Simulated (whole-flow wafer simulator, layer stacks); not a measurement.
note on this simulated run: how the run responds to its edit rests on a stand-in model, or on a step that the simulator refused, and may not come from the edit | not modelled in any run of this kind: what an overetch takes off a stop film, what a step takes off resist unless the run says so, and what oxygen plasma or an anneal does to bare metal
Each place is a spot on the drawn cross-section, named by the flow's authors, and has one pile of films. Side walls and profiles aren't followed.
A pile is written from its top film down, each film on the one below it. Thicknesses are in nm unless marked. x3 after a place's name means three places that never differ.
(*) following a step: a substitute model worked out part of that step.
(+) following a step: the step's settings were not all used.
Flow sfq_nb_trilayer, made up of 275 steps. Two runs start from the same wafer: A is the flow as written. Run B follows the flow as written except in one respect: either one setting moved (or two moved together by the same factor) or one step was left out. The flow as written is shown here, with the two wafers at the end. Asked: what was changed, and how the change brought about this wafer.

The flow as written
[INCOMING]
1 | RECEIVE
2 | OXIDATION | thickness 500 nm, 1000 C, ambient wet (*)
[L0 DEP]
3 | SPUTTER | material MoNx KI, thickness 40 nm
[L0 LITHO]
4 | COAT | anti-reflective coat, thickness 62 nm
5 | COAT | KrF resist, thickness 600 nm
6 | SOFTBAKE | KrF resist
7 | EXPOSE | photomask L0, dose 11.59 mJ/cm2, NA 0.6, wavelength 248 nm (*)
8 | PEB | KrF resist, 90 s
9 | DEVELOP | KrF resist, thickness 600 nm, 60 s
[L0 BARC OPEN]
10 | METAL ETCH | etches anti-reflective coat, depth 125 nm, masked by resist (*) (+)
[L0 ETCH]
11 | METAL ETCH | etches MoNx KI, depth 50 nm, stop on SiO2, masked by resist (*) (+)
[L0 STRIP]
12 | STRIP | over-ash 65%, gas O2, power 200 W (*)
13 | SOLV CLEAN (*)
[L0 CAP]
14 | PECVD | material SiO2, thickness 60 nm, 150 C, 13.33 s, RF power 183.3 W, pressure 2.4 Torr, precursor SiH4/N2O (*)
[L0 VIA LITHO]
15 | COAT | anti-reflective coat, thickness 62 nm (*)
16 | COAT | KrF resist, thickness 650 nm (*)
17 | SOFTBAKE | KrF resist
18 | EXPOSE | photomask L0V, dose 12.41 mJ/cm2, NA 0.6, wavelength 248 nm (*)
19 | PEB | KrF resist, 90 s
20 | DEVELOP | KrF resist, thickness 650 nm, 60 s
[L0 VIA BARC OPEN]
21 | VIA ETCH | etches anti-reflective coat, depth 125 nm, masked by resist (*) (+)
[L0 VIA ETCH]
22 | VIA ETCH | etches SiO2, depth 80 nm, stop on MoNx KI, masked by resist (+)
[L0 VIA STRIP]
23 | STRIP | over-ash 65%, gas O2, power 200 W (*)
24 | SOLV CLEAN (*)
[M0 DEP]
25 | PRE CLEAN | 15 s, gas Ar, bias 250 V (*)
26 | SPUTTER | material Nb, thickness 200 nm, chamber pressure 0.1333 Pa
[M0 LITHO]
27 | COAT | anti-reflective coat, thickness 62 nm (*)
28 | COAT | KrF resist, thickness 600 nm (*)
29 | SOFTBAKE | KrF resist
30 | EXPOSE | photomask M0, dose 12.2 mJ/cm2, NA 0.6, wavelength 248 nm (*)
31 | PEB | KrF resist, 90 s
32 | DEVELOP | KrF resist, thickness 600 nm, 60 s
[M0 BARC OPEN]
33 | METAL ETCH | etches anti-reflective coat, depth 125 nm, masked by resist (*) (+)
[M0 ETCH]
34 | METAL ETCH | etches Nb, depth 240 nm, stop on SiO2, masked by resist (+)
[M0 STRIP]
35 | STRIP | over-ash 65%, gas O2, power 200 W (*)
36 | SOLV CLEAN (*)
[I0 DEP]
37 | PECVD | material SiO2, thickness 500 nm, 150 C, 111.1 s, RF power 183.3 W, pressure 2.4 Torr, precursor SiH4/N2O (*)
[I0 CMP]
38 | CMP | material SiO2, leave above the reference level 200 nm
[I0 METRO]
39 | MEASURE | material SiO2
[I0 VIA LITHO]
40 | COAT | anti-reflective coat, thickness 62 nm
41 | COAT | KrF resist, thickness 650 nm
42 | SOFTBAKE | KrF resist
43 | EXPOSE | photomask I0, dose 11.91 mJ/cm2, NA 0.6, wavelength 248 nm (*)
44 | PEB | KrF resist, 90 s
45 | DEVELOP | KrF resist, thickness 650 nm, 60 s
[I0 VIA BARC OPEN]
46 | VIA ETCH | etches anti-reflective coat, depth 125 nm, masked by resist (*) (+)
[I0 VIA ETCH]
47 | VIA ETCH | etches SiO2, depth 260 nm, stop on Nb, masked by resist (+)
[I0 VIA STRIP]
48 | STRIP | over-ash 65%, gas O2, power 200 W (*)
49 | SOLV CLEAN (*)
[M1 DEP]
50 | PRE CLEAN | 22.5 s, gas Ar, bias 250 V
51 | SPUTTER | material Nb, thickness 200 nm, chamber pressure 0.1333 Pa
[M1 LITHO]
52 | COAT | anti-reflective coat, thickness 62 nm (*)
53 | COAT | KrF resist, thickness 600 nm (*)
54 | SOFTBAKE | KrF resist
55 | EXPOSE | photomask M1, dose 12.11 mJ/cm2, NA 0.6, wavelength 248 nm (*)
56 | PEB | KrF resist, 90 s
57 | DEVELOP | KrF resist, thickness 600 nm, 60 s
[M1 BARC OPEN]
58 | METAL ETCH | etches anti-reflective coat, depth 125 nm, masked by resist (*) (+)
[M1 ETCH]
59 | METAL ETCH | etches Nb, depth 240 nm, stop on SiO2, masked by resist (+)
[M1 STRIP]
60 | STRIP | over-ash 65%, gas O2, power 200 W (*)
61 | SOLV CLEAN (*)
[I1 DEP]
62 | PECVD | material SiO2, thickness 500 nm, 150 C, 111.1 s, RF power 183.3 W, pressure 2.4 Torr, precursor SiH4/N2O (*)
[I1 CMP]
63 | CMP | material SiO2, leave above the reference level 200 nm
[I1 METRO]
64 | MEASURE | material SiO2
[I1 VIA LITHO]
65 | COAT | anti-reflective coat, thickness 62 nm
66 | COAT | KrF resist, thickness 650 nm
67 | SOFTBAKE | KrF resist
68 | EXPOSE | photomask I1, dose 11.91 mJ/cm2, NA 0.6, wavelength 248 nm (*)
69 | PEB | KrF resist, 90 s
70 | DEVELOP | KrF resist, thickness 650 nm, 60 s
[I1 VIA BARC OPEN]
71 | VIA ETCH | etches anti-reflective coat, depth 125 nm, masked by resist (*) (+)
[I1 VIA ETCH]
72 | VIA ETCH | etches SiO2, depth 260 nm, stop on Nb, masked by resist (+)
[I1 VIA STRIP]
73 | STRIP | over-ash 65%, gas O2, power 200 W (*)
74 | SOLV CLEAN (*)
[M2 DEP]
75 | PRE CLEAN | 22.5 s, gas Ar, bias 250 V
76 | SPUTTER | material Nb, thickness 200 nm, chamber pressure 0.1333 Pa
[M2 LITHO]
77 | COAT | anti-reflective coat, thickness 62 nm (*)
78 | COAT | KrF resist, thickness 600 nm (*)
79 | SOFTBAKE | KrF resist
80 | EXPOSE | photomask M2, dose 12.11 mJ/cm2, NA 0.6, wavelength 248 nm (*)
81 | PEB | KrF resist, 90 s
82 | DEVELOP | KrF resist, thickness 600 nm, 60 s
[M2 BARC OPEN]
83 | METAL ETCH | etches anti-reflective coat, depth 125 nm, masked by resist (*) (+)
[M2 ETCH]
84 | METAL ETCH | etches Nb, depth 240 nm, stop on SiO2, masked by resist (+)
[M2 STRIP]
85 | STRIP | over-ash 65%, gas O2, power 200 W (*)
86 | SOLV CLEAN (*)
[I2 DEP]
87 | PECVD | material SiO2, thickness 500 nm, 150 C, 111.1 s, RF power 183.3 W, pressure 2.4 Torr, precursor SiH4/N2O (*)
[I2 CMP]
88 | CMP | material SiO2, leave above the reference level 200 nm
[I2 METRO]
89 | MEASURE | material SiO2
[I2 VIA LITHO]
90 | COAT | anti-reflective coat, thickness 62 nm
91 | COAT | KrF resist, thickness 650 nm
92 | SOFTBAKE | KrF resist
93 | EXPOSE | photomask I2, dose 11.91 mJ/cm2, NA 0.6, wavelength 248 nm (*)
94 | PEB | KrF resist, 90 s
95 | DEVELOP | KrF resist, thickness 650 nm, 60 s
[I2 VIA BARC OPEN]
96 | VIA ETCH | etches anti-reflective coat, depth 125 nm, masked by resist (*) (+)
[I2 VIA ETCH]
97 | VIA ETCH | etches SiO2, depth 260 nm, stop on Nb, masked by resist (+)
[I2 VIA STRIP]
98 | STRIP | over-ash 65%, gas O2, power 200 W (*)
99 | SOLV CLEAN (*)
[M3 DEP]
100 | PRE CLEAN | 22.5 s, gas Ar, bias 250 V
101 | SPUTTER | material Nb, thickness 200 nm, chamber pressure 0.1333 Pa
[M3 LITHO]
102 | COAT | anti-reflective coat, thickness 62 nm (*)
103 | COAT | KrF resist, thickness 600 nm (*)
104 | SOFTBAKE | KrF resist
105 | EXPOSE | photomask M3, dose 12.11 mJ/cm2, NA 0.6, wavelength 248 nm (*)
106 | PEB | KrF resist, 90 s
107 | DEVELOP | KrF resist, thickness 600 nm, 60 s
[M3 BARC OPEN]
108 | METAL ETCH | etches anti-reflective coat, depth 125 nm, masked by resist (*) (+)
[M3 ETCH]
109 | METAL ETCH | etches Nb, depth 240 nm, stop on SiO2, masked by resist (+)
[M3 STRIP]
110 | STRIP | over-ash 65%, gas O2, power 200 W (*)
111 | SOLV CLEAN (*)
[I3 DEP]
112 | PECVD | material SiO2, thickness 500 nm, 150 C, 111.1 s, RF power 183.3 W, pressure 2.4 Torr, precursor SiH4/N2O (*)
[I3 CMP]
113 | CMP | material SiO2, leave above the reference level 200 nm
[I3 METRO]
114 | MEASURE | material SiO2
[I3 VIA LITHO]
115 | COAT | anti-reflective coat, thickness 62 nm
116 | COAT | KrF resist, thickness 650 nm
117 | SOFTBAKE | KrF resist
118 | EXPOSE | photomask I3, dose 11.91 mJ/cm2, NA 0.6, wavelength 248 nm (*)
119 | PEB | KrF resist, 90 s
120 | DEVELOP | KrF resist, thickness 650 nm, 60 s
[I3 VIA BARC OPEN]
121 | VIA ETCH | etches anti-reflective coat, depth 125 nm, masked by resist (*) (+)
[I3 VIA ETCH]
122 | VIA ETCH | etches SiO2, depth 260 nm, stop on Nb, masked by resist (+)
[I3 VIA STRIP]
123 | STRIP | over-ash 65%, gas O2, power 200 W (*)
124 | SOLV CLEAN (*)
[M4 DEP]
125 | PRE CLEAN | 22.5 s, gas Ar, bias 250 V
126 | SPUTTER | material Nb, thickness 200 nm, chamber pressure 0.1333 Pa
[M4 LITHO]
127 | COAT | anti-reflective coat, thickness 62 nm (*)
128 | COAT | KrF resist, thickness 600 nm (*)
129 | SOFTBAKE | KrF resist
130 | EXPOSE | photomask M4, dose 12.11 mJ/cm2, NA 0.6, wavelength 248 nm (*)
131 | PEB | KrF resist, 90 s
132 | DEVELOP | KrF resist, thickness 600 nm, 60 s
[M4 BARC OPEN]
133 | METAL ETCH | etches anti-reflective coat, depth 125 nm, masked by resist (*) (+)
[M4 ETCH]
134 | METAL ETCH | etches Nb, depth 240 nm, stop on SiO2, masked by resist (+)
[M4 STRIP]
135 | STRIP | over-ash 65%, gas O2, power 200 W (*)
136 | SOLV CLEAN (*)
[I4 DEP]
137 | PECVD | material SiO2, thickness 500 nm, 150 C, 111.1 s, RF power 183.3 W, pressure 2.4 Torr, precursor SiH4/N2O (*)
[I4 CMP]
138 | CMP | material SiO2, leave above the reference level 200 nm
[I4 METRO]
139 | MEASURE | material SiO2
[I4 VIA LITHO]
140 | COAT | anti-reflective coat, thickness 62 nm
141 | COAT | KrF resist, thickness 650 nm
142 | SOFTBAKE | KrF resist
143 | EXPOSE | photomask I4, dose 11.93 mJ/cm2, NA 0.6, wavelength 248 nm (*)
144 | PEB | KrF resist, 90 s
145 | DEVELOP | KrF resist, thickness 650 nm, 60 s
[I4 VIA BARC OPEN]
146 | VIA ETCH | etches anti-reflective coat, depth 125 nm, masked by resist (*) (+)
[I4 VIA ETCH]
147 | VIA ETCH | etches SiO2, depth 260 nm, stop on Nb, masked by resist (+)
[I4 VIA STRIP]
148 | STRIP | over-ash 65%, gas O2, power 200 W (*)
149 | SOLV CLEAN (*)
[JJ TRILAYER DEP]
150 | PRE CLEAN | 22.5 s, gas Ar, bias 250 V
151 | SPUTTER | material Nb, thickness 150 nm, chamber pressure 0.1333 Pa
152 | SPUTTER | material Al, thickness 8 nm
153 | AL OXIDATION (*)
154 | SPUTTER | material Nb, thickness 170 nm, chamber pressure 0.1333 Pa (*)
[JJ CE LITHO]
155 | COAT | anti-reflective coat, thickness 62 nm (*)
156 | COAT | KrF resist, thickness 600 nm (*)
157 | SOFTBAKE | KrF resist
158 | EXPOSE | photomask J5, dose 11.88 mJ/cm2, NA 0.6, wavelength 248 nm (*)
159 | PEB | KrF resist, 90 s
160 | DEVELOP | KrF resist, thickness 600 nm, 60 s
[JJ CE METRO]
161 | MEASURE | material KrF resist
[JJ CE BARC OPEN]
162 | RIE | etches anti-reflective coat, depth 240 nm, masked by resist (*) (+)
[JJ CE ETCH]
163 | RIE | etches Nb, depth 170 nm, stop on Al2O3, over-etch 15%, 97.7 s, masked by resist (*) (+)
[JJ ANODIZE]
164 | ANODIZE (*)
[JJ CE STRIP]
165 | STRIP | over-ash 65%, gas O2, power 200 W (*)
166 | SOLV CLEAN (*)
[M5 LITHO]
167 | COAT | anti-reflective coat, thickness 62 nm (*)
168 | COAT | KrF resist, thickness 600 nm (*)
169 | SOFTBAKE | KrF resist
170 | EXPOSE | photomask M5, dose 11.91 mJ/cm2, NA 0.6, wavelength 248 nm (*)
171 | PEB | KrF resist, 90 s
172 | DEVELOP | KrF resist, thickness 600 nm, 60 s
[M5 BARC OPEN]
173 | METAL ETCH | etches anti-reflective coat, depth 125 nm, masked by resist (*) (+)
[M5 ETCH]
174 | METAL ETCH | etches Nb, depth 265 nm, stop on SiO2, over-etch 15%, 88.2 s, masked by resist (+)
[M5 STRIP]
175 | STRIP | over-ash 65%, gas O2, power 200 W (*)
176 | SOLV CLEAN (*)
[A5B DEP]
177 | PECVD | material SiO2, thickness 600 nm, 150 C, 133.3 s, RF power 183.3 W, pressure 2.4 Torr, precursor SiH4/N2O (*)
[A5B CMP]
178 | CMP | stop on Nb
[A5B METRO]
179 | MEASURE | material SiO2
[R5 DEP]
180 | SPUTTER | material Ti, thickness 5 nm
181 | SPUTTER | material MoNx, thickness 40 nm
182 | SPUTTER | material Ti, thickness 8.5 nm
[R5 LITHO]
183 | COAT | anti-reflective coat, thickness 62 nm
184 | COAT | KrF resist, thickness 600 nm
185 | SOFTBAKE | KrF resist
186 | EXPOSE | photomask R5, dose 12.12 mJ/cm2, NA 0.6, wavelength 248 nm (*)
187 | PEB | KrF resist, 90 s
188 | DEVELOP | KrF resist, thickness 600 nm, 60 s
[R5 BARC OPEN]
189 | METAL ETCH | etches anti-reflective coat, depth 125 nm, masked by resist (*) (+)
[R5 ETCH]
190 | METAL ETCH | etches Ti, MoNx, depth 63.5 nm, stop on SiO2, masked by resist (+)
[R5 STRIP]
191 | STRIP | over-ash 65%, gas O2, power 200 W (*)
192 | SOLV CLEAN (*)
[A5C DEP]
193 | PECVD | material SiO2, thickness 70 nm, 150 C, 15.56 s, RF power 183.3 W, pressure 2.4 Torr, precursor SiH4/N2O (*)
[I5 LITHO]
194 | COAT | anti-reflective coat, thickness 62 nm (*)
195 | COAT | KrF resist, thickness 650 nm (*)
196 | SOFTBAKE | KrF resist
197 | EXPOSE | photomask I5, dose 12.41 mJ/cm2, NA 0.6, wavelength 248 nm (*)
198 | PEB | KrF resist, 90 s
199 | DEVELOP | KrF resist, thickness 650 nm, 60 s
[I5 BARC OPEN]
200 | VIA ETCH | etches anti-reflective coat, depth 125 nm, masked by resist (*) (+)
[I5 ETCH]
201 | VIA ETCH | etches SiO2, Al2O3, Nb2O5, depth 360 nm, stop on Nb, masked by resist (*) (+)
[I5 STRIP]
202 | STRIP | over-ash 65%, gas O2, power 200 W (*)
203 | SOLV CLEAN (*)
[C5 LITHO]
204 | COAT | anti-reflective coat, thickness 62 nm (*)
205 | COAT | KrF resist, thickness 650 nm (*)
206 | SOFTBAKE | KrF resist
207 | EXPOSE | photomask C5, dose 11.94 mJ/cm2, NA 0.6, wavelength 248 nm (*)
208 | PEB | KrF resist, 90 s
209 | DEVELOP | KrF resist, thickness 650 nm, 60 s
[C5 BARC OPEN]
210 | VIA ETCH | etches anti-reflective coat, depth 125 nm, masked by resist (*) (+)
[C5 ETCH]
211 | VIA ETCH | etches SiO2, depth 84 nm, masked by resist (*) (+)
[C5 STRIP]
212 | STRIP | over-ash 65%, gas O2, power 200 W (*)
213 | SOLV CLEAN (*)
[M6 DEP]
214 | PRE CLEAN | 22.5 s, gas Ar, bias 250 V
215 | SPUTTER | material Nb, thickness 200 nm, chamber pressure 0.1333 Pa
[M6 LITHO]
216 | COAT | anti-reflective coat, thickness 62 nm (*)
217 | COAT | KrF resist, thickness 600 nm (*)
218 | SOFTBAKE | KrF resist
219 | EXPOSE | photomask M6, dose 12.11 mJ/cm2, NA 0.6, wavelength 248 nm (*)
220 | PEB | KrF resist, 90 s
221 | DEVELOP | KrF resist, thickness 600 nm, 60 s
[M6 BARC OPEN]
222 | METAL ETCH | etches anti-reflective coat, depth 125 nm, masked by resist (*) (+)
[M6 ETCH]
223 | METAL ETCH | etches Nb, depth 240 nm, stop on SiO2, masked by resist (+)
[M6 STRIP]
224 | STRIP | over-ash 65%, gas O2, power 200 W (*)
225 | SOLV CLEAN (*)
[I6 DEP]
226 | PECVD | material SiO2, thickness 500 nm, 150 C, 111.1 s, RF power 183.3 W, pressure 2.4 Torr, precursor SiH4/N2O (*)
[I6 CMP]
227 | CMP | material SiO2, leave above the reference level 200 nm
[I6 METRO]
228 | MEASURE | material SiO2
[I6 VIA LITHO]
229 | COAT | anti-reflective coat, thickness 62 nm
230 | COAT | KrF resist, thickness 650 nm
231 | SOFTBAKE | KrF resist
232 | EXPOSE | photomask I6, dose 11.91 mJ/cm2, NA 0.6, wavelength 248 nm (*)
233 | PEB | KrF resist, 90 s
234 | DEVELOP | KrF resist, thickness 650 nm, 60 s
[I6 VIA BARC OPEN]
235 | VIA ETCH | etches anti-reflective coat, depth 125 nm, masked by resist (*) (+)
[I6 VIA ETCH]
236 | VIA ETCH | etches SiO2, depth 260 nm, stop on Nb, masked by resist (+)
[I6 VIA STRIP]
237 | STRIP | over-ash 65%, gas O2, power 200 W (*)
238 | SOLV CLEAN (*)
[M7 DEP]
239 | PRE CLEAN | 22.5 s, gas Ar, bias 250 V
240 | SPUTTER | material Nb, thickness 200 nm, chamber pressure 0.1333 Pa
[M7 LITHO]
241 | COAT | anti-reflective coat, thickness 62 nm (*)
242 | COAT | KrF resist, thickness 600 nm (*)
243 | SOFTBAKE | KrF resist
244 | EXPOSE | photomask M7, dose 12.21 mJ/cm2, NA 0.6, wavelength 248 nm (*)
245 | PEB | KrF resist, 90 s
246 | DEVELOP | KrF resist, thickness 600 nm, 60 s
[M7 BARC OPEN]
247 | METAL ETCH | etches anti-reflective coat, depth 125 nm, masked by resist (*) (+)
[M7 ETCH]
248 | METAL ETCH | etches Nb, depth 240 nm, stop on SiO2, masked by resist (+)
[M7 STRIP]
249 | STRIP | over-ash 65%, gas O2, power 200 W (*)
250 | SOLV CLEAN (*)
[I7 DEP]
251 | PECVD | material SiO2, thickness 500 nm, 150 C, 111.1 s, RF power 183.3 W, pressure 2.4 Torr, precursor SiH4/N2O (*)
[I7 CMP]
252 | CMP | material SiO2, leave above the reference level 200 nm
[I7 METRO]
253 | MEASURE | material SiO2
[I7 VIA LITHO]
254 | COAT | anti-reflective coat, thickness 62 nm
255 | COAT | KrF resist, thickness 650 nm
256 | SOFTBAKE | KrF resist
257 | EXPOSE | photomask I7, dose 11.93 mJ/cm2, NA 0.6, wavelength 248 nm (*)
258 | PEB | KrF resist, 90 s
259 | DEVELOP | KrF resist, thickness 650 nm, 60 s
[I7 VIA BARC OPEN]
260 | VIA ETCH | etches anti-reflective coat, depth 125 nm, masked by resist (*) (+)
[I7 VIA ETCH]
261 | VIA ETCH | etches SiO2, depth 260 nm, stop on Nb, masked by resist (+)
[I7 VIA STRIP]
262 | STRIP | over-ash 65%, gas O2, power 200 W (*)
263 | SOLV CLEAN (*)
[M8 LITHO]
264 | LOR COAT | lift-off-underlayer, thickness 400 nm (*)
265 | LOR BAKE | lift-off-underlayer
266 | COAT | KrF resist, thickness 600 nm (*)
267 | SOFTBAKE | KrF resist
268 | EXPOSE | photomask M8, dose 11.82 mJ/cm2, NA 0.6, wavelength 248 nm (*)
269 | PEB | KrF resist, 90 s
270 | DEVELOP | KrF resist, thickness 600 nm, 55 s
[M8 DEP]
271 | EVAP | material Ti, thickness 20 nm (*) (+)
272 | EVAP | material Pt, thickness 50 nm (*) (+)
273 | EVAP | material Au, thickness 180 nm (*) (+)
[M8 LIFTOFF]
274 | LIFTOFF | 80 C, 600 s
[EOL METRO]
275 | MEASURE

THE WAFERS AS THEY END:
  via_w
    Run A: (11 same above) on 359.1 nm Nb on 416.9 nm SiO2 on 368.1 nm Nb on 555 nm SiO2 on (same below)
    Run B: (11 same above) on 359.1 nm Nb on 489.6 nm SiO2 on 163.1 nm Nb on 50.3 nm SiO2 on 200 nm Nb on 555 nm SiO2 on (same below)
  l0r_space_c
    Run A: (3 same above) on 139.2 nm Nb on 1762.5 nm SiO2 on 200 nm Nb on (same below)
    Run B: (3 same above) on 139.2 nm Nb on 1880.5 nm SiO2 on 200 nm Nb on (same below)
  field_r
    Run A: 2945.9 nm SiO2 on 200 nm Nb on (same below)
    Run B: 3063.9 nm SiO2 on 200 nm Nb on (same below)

Cause: step 38, CMP: leave above the reference level 318 nm was run, whereas the flow has leave above the reference level 200 nm.

Step by step, how the change led to this:
  38 | CMP | material SiO2, leave above the reference level 200 nm
      v_sur, via_wl, via_w and 94 more: A -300 SiO2 | B -182 SiO2
      field_l, l0_sur, l0r_line_l, l0r_line_c, l0r_line_r: A -340 SiO2 | B -222 SiO2
      (also at 4 further places)
  47 | VIA ETCH | etches SiO2, depth 260 nm, stop on Nb, masked by resist (+)
      via_w: A -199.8 SiO2 (all of it) | B -260 SiO2
  50 | PRE CLEAN | 22.5 s, gas Ar, bias 250 V
      via_w: A -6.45 Nb | B -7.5 SiO2
  51 | SPUTTER | material Nb, thickness 200 nm, chamber pressure 0.1333 Pa
      via_w: A +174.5 Nb | B +163.1 Nb (new film)
  52 | COAT | anti-reflective coat, thickness 62 nm (*)
      via_w: A +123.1 anti-reflective coat (new film) | B +136.1 anti-reflective coat (new film)
      via_wr: A +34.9 anti-reflective coat (new film) | B +33.2 anti-reflective coat (new film)
  53 | COAT | KrF resist, thickness 600 nm (*)
      via_w: A +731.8 KrF resist (new film) | B +781.6 KrF resist (new film)
  60 | STRIP | over-ash 65%, gas O2, power 200 W (*)
      via_w: A -513.8 KrF resist (all of it), -123.1 anti-reflective coat (all of it) | B -563.6 KrF resist (all of it), -136.1 anti-reflective coat (all of it)
      via_wr: A -384.4 KrF resist (all of it), -34.9 anti-reflective coat (all of it) | B -378.6 KrF resist (all of it), -33.2 anti-reflective coat (all of it)
  62 | PECVD | material SiO2, thickness 500 nm, 150 C, 111.1 s, RF power 183.3 W, pressure 2.4 Torr, precursor SiH4/N2O (*)
      via_w: A +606 SiO2 (new film) | B +678.7 SiO2 (new film)
With metal films that touch counted as one body, via_w has 6 bodies (between them, from the top down: SiO2 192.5; SiO2 427.3 / Al2O3 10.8 / Nb2O5 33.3; SiO2 425.9; SiO2 489.6; SiO2 50.3); the flow as written gives 5 bodies (between them, from the top down: SiO2 192.5; SiO2 427.3 / Al2O3 10.8 / Nb2O5 33.3; SiO2 425.9; SiO2 416.9).
